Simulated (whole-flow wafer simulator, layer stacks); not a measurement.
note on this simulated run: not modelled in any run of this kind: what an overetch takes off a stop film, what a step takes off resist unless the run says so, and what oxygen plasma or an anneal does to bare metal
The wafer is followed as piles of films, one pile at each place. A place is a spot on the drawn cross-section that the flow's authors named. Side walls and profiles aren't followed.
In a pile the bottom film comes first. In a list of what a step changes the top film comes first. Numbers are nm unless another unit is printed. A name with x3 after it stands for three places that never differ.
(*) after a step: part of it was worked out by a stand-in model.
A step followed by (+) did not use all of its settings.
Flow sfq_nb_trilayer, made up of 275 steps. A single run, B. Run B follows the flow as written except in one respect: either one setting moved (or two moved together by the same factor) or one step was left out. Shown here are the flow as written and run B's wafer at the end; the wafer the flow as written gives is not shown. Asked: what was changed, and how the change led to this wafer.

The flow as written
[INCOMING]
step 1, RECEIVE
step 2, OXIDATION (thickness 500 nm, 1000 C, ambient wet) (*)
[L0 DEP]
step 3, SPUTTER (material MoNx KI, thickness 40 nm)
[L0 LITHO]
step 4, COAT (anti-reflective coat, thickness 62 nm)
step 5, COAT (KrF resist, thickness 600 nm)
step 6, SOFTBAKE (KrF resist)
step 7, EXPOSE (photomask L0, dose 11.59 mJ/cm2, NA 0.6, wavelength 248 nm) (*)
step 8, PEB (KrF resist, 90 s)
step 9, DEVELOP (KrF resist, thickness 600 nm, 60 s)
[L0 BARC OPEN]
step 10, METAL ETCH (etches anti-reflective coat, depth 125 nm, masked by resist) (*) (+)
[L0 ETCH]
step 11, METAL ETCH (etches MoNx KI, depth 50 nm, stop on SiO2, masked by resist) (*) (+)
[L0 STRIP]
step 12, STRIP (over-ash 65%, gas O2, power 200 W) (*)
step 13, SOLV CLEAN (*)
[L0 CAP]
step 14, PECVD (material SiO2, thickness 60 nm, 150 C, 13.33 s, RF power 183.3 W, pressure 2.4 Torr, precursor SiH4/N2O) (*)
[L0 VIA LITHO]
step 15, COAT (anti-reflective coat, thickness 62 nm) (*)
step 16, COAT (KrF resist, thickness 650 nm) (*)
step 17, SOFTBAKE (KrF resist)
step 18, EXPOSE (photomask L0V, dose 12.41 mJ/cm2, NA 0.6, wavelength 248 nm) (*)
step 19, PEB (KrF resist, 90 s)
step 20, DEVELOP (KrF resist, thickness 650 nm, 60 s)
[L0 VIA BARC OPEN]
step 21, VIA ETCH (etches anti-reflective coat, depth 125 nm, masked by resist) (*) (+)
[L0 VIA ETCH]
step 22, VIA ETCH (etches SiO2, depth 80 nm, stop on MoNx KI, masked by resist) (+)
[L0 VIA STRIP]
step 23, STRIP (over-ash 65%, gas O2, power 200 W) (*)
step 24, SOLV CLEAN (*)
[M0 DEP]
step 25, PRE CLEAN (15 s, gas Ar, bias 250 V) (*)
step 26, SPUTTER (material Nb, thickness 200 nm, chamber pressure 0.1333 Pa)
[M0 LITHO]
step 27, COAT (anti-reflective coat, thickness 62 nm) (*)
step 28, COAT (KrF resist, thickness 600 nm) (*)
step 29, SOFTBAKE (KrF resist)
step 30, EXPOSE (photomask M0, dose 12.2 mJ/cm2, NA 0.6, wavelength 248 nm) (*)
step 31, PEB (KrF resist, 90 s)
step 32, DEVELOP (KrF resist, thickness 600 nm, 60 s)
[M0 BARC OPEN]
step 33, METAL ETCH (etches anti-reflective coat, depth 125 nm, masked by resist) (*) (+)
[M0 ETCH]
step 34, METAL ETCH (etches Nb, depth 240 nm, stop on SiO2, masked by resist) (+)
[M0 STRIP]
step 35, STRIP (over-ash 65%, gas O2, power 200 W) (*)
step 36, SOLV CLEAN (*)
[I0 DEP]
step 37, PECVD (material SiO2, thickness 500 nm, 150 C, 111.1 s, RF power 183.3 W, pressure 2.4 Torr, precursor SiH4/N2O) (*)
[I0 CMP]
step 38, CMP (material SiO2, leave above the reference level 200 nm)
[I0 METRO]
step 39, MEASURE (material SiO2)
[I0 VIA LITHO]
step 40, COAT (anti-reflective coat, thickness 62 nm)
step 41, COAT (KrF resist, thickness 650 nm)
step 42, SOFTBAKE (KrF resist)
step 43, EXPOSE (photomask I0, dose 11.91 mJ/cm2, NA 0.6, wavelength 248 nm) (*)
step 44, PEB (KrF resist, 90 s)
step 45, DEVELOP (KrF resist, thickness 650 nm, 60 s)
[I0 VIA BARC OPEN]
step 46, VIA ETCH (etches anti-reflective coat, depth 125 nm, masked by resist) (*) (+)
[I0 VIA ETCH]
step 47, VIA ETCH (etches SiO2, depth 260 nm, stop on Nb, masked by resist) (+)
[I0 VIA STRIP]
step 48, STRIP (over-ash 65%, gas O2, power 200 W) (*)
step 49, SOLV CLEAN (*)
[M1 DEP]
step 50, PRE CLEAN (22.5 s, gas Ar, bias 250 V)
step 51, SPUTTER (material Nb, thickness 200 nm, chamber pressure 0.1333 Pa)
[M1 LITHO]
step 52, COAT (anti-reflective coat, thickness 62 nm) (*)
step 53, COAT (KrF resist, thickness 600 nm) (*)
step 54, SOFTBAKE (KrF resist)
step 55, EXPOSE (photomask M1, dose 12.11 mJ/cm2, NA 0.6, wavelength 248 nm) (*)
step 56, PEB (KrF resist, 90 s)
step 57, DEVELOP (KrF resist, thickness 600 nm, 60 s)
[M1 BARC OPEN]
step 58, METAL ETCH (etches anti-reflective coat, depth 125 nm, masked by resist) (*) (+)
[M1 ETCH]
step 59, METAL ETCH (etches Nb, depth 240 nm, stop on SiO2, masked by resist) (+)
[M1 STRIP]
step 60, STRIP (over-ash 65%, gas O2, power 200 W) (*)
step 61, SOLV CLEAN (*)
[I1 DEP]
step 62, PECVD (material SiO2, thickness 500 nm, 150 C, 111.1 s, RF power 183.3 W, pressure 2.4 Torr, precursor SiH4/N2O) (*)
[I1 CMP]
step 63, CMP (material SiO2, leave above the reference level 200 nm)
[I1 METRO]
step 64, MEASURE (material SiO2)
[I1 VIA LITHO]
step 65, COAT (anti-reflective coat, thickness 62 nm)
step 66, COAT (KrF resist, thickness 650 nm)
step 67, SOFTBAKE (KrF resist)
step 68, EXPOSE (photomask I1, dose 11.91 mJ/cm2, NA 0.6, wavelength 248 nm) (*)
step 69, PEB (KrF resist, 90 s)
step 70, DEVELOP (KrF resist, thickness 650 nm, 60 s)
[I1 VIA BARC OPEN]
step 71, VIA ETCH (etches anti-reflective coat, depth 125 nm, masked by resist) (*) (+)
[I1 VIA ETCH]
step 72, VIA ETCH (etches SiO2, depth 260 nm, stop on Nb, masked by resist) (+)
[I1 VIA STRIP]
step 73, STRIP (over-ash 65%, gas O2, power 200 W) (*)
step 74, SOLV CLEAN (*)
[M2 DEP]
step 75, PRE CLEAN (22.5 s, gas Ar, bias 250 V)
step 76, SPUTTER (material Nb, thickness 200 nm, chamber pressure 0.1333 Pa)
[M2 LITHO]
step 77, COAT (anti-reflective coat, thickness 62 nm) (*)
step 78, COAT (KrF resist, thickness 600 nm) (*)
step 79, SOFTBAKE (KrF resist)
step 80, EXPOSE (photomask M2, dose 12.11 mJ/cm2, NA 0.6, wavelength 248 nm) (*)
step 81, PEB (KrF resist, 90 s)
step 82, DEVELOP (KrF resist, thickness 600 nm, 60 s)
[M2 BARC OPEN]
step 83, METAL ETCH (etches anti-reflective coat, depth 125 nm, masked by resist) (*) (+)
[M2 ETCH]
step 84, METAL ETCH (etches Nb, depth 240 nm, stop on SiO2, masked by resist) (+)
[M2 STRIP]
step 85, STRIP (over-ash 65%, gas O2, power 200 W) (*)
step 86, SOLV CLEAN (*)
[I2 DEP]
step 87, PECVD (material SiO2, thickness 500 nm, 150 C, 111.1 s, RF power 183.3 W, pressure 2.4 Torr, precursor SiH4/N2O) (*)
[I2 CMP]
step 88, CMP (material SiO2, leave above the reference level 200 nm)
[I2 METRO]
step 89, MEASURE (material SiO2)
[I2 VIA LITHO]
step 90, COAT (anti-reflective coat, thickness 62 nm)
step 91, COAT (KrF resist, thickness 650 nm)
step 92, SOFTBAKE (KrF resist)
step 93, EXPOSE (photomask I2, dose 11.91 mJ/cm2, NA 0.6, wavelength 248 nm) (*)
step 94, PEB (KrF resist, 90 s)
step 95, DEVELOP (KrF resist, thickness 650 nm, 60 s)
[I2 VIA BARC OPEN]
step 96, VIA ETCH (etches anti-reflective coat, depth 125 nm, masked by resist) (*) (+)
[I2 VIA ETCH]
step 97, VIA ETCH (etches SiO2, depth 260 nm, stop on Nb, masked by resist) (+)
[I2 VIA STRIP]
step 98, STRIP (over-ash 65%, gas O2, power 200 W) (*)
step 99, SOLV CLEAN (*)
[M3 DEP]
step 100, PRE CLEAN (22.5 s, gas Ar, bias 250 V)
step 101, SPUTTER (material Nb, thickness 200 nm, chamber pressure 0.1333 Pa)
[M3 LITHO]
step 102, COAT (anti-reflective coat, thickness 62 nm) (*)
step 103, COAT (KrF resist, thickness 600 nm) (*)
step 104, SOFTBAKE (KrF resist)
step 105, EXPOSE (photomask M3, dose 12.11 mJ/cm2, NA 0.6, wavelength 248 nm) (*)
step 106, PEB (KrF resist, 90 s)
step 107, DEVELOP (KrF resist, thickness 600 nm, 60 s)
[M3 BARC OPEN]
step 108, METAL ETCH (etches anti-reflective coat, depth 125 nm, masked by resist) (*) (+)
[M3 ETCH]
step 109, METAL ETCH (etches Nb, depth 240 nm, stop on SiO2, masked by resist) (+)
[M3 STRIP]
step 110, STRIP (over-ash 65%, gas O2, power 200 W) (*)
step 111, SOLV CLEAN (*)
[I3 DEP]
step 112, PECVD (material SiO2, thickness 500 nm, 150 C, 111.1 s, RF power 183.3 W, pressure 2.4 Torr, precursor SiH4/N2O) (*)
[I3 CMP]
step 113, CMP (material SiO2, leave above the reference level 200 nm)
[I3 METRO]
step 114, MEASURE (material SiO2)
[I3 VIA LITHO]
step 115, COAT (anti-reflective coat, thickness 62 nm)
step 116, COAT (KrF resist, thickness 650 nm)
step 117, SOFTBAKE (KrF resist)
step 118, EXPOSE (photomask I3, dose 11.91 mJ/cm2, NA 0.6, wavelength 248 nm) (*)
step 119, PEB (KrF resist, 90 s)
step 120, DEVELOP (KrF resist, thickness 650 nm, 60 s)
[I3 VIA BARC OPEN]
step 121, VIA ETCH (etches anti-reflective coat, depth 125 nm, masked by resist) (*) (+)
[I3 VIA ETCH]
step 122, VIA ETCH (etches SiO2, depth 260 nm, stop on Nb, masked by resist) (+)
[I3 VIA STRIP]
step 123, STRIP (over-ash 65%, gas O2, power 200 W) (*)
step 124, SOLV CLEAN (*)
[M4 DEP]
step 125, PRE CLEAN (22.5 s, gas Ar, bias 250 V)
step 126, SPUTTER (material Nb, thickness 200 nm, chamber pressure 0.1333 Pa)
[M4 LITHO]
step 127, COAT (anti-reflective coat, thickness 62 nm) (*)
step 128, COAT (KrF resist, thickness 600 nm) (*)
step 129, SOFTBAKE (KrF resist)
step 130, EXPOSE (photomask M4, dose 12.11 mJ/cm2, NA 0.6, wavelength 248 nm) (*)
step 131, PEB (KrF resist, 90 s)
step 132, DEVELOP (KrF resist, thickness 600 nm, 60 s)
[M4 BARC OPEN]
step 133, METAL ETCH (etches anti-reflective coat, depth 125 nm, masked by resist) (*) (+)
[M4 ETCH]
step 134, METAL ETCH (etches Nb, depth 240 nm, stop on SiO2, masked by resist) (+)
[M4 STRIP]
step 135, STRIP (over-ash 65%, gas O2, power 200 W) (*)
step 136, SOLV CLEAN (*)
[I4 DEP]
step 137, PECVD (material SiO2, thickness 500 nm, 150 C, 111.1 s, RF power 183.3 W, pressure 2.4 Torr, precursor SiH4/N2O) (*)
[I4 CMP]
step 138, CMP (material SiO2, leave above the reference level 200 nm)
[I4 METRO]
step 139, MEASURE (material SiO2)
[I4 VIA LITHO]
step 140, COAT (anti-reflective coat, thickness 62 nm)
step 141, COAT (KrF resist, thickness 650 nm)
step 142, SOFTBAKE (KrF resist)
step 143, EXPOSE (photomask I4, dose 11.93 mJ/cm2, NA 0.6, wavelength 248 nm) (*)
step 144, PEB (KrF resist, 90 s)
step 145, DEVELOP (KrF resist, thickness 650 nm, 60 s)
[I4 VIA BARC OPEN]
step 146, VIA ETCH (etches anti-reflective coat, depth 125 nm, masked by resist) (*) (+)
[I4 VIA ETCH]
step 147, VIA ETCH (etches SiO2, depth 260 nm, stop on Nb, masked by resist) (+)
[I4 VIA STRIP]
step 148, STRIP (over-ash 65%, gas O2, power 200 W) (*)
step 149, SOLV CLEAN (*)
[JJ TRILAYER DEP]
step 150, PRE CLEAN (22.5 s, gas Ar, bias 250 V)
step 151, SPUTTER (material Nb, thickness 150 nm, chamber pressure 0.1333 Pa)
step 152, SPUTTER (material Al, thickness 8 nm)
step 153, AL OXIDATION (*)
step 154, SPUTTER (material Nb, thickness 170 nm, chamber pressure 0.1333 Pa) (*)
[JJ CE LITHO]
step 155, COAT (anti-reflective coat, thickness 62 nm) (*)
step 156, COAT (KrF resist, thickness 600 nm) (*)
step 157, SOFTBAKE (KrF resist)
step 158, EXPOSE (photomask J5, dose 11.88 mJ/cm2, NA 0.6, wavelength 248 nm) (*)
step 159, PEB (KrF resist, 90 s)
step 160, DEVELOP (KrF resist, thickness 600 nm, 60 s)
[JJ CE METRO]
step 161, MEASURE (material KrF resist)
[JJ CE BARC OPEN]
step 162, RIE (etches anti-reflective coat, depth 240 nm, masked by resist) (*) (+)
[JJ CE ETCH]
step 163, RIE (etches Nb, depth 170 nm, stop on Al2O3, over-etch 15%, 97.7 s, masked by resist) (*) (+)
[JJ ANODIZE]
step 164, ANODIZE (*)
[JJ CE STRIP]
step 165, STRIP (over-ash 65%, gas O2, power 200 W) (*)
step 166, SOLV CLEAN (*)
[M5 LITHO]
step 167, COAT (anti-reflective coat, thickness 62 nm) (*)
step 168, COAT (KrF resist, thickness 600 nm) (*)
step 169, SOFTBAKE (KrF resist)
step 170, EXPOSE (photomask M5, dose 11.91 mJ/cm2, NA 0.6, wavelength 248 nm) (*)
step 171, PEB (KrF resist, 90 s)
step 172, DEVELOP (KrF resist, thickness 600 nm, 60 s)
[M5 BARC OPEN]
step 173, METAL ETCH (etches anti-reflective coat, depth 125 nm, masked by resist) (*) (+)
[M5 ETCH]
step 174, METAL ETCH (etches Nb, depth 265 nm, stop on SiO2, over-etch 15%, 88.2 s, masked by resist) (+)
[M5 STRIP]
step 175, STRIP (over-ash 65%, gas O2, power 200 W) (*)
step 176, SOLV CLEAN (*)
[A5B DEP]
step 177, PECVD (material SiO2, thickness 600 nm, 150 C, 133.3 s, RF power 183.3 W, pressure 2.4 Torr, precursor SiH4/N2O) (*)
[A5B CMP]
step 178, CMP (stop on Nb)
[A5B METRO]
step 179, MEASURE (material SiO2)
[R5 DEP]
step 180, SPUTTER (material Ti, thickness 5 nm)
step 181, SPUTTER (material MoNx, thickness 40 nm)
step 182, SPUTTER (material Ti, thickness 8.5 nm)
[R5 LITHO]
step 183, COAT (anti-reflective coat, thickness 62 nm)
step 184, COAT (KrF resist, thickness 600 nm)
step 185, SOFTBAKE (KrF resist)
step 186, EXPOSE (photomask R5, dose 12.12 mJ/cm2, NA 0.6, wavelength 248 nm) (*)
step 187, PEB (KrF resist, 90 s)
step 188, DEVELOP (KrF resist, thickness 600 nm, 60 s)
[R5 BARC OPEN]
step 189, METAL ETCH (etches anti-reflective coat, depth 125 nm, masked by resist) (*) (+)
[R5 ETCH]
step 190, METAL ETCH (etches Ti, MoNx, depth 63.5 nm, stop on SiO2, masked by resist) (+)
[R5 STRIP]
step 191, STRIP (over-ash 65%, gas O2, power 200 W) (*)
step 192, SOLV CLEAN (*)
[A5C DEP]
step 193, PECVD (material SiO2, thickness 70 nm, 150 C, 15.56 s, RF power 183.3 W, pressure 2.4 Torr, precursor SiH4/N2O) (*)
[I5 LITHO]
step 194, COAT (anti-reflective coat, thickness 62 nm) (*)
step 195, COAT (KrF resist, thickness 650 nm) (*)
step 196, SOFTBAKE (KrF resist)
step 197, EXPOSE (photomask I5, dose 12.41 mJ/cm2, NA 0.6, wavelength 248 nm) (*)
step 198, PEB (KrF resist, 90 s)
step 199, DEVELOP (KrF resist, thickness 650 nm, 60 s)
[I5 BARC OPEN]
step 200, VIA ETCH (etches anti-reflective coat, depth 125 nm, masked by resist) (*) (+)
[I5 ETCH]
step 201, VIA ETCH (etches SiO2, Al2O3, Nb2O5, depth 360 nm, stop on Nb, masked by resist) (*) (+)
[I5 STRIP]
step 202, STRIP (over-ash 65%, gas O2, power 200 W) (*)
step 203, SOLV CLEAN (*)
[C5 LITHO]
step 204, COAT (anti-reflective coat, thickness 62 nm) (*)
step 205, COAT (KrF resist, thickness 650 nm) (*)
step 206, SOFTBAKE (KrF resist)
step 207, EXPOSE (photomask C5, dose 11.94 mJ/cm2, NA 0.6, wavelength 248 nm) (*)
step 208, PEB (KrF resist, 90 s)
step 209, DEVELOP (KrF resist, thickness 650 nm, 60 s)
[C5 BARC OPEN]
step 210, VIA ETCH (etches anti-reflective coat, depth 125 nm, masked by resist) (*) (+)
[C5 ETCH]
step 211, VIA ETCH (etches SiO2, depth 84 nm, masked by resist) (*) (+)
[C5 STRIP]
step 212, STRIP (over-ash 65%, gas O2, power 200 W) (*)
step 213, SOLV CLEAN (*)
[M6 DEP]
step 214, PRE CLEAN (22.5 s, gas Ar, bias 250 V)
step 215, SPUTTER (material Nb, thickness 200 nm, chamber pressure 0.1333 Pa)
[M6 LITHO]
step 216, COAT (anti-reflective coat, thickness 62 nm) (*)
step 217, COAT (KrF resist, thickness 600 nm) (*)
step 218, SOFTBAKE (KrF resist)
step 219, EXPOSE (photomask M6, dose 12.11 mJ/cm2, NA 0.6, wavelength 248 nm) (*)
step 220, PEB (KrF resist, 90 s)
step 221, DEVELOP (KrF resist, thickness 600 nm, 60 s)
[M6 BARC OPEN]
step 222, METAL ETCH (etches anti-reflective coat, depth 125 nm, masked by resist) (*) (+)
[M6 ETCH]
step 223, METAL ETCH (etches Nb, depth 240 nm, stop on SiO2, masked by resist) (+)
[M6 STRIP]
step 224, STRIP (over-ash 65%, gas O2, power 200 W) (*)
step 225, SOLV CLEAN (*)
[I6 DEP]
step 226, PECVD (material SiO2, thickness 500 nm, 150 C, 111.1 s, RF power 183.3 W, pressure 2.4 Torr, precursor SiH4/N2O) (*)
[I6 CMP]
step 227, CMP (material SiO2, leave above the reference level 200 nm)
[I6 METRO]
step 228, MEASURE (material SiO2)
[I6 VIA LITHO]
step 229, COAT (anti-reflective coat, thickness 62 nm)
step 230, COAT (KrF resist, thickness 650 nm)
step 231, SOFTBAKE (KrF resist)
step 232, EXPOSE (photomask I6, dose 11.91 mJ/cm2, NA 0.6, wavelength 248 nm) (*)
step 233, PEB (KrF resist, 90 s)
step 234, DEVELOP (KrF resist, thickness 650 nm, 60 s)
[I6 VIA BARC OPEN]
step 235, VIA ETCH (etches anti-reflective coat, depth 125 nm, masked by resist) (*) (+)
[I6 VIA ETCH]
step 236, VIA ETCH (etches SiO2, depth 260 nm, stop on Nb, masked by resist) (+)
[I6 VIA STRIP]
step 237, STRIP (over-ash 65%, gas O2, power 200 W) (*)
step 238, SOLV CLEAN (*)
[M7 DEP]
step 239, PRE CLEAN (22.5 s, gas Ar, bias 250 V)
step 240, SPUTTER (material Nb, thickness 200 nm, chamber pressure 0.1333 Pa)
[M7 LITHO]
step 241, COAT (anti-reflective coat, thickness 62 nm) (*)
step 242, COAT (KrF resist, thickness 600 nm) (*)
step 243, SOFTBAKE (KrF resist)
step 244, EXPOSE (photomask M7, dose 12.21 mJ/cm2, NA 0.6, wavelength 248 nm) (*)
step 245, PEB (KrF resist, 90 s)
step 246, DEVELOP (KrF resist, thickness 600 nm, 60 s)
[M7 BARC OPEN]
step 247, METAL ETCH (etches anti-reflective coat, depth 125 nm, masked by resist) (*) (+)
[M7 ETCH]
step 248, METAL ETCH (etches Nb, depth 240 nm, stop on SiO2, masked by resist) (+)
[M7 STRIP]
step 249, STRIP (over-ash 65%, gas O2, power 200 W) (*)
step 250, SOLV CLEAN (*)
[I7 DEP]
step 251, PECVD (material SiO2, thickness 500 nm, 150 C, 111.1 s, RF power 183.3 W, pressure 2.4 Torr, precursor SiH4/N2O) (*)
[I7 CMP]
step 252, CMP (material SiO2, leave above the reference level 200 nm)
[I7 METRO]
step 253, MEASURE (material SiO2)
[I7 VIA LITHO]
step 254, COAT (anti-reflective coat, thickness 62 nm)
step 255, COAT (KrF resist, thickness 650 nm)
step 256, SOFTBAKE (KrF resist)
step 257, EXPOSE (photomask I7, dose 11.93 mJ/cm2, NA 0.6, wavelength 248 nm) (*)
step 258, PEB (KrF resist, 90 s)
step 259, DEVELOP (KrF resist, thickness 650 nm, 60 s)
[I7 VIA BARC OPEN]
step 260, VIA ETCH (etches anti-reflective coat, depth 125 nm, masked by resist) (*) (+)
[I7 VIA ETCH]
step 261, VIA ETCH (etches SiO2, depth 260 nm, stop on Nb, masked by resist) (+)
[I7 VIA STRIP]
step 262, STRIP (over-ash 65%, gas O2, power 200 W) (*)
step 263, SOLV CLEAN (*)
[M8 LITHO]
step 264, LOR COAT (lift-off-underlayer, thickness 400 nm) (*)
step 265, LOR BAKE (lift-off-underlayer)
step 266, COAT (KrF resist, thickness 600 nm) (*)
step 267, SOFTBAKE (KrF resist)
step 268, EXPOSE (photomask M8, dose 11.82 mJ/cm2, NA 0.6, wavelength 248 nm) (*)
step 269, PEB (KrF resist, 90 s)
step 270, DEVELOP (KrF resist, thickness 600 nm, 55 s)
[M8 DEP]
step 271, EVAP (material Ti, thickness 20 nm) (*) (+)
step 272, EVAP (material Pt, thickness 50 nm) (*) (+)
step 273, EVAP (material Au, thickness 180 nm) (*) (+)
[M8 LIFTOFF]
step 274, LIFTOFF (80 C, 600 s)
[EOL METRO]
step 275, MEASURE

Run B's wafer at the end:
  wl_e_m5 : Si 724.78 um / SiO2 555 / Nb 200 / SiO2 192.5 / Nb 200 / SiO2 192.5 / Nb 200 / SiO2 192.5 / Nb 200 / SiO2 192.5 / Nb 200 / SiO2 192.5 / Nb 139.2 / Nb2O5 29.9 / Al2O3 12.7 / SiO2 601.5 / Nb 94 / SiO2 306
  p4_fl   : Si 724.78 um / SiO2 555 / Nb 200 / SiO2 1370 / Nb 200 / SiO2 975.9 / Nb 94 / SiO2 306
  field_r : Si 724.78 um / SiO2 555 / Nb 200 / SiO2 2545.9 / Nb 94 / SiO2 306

The reason: step 248, METAL ETCH: depth 106 nm was run, though the flow has depth 240 nm.

Step by step, how the change led to this:
  step 248, METAL ETCH (etches Nb, depth 240 nm, stop on SiO2, masked by resist) (+)
      field_l, field_r, lsp_l and 62 more: -106 Nb (in the flow as written it would be: -200 Nb (all of it))
      v_sur, via_wl, via_w and 38 more: -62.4 KrF resist (in the flow as written it would be: -141.2 KrF resist)
  step 249, STRIP (over-ash 65%, gas O2, power 200 W) (*)
      wl_j_sl, wl_jj, wl_j_sr and 14 more: -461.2 KrF resist (all of it), -62 anti-reflective coat (all of it) (in the flow as written it would be: -382.4 KrF resist (all of it), -62 anti-reflective coat (all of it))
      ln_m5, lsp_m: -460.7 KrF resist (all of it), -61.8 anti-reflective coat (all of it) (in the flow as written it would be: -381.9 KrF resist (all of it), -61.8 anti-reflective coat (all of it))
      (and at 22 other places as well)
  step 251, PECVD (material SiO2, thickness 500 nm, 150 C, 111.1 s, RF power 183.3 W, pressure 2.4 Torr, precursor SiH4/N2O) (*)
      field_l, p4_fl, p4_fm and 56 more: +500 SiO2 (new film) (in the flow as written it would be: +500 SiO2)
      field_r, lsp_l: +488.2 SiO2 (new film) (in the flow as written it would be: +477.7 SiO2)
      (and at 4 other places as well)
  step 252, CMP (material SiO2, leave above the reference level 200 nm)
      field_l, p4_fl, p4_fm and 56 more: -194 SiO2 (in the flow as written it would be: -100 SiO2)
      field_r, lsp_l: -182.2 SiO2 (in the flow as written it would be: -77.7 SiO2)
      (and at 4 other places as well)
If metal films that touch count as one body, wl_e_m5 has 7 bodies (between them, from the top down: SiO2 601.5 / Al2O3 12.7 / Nb2O5 29.9; SiO2 192.5; SiO2 192.5; SiO2 192.5; SiO2 192.5; SiO2 192.5); the flow as written gives 6 bodies (between them, from the top down: SiO2 192.5; SiO2 192.5; SiO2 192.5; SiO2 192.5; SiO2 192.5).
If metal films that touch count as one body, p4_fl has 3 bodies (between them, from the top down: SiO2 975.9; SiO2 1370); the flow as written gives 2 bodies (between them, from the top down: SiO2 1370).
If metal films that touch count as one body, field_r has 2 bodies (between them, from the top down: SiO2 2545.9); the flow as written gives 1 body.
